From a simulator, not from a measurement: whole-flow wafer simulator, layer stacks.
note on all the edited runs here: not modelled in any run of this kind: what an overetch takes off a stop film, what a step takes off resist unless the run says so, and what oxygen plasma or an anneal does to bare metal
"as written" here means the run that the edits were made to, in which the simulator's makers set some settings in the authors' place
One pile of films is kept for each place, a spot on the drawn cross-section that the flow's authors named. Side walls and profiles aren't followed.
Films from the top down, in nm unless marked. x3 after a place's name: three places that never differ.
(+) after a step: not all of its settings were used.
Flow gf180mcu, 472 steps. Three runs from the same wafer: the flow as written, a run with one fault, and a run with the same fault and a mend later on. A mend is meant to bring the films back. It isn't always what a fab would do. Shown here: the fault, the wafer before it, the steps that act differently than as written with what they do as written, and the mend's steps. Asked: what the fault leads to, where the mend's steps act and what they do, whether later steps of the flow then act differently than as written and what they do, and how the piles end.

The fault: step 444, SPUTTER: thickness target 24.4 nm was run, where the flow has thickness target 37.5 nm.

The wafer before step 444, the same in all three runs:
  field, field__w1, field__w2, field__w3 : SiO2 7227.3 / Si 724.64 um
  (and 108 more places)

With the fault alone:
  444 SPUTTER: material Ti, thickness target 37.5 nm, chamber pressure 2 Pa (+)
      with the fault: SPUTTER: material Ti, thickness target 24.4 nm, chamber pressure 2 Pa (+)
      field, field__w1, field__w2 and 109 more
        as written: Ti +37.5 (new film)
        with the fault: Ti +24.4 (new film)
  Later steps of the flow that act differently than as written (4 more steps differ only slightly, by at most 2% or 0.5 nm, whichever is larger, and aren't shown):
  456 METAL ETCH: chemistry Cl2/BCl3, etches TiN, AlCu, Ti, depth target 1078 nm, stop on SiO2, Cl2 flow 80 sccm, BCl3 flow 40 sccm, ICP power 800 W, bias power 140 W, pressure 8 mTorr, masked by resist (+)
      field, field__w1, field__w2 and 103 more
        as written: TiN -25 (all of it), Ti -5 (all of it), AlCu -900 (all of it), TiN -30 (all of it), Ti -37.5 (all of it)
        with the fault: TiN -25 (all of it), Ti -5 (all of it), AlCu -900 (all of it), TiN -30 (all of it), Ti -24.4 (all of it)
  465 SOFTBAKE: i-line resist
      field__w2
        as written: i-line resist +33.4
        with the fault: i-line resist +32.7
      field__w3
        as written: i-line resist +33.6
        with the fault: i-line resist +32.9
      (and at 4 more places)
  At the end the piles differ from the flow's by more than 2% or 0.5 nm, whichever is larger, at field__w8, contact, m1, m1__w1, pad, m1_nw.
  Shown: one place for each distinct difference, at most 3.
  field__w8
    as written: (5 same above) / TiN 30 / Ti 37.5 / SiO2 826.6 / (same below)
    with the fault: (5 same above) / TiN 30 / Ti 24.4 / SiO2 826.6 / (same below)
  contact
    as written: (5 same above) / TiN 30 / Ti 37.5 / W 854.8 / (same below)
    with the fault: (5 same above) / TiN 30 / Ti 24.4 / W 854.8 / (same below)
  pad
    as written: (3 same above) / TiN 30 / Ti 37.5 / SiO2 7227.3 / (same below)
    with the fault: (3 same above) / TiN 30 / Ti 24.4 / SiO2 7227.3 / (same below)

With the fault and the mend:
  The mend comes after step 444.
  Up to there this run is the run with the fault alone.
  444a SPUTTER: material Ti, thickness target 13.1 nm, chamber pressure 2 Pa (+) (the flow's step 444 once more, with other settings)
      field, field__w1, field__w2 and 109 more
        Ti +13.1
  No later step of the flow acts differently than as written at any place that is followed.
  At the end the piles are the same as the flow's at every place that both follow.
